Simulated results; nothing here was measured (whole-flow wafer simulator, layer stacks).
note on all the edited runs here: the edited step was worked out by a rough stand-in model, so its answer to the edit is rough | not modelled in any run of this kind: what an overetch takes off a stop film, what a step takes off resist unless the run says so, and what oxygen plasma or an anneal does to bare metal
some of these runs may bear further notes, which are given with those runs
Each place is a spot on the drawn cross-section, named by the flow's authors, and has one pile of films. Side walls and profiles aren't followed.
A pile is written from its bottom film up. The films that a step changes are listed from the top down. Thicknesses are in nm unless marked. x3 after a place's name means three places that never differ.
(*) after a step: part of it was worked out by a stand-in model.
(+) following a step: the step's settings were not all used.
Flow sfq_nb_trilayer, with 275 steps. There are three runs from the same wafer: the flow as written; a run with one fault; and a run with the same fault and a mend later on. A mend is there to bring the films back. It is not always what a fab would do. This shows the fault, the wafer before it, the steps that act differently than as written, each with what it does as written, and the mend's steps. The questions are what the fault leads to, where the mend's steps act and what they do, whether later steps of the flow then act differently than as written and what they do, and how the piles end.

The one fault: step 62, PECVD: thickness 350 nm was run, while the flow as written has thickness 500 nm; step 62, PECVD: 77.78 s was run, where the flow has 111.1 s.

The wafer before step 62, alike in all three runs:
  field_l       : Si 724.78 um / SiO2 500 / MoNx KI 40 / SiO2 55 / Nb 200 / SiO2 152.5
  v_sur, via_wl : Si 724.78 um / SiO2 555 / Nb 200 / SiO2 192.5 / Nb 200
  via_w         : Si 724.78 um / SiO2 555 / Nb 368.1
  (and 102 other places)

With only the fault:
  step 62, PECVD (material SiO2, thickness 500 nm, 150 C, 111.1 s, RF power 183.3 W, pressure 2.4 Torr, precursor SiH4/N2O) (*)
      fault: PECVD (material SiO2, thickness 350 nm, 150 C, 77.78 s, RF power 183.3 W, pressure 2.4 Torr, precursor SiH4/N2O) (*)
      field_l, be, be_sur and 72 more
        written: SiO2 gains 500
        fault: SiO2 gains 350
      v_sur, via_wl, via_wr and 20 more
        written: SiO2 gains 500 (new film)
        fault: SiO2 gains 350 (new film)
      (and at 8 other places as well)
  Steps later in the flow that act otherwise than as written (6 other steps are not shown; they differ only slightly, by no more than 2% or 0.5 nm, whichever is larger):
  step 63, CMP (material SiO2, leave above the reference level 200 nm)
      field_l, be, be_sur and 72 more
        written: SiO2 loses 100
        fault: nothing
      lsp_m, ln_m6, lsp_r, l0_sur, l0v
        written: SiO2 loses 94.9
        fault: nothing
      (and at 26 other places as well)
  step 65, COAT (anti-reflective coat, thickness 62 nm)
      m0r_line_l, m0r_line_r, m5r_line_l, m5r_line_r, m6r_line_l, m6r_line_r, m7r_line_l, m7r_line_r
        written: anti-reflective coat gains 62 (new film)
        fault: anti-reflective coat gains 63.4 (new film)
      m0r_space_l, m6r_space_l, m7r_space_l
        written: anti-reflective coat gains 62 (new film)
        fault: anti-reflective coat gains 69 (new film)
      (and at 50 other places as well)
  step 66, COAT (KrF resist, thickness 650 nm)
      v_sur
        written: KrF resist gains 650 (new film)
        fault: KrF resist gains 630.7 (new film)
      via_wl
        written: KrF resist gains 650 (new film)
        fault: KrF resist gains 634 (new film)
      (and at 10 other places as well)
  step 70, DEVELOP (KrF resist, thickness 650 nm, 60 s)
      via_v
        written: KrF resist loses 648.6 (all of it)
        fault: KrF resist loses 630.9 (all of it)
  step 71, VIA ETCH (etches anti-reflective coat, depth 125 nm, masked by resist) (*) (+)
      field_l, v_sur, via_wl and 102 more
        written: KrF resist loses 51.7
        fault: KrF resist loses 48.4
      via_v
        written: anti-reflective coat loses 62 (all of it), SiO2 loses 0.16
        fault: anti-reflective coat loses 58.1 (all of it), SiO2 loses 0.15
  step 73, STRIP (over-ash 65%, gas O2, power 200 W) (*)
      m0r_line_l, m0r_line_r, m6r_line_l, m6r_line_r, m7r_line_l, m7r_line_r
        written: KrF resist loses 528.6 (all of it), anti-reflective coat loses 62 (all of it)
        fault: KrF resist loses 541.2 (all of it), anti-reflective coat loses 63.4 (all of it)
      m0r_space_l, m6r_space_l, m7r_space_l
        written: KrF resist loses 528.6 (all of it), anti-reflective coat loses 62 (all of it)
        fault: KrF resist loses 537.5 (all of it), anti-reflective coat loses 69 (all of it)
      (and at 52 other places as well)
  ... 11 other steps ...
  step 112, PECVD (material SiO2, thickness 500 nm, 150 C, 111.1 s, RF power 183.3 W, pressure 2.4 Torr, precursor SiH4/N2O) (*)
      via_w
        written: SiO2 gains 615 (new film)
        fault: SiO2 gains 654.7 (new film)
  By the end, the piles at via_w depart from the flow's by more than 2% or 0.5 nm, whichever is larger.
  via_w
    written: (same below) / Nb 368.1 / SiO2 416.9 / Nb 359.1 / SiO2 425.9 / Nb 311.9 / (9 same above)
    fault: (same below) / Nb 368.1 / SiO2 384.3 / Nb 352.1 / SiO2 465.5 / Nb 311.9 / (9 same above)

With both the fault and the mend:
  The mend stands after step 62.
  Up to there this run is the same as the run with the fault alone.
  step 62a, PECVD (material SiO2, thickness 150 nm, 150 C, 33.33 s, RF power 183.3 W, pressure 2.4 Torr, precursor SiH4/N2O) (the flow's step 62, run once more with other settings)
      field_l, v_sur, via_wl and 102 more
        SiO2 gains 150
      via_w
        SiO2 gains 142
  Steps later in the flow that act otherwise than as written:
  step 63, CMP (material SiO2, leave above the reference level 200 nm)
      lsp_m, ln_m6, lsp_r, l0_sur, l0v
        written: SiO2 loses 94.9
        mend: SiO2 loses 100
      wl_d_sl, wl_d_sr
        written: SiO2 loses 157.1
        mend: SiO2 loses 100
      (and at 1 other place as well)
  The piles end the same as the flow's at every place that both follow.
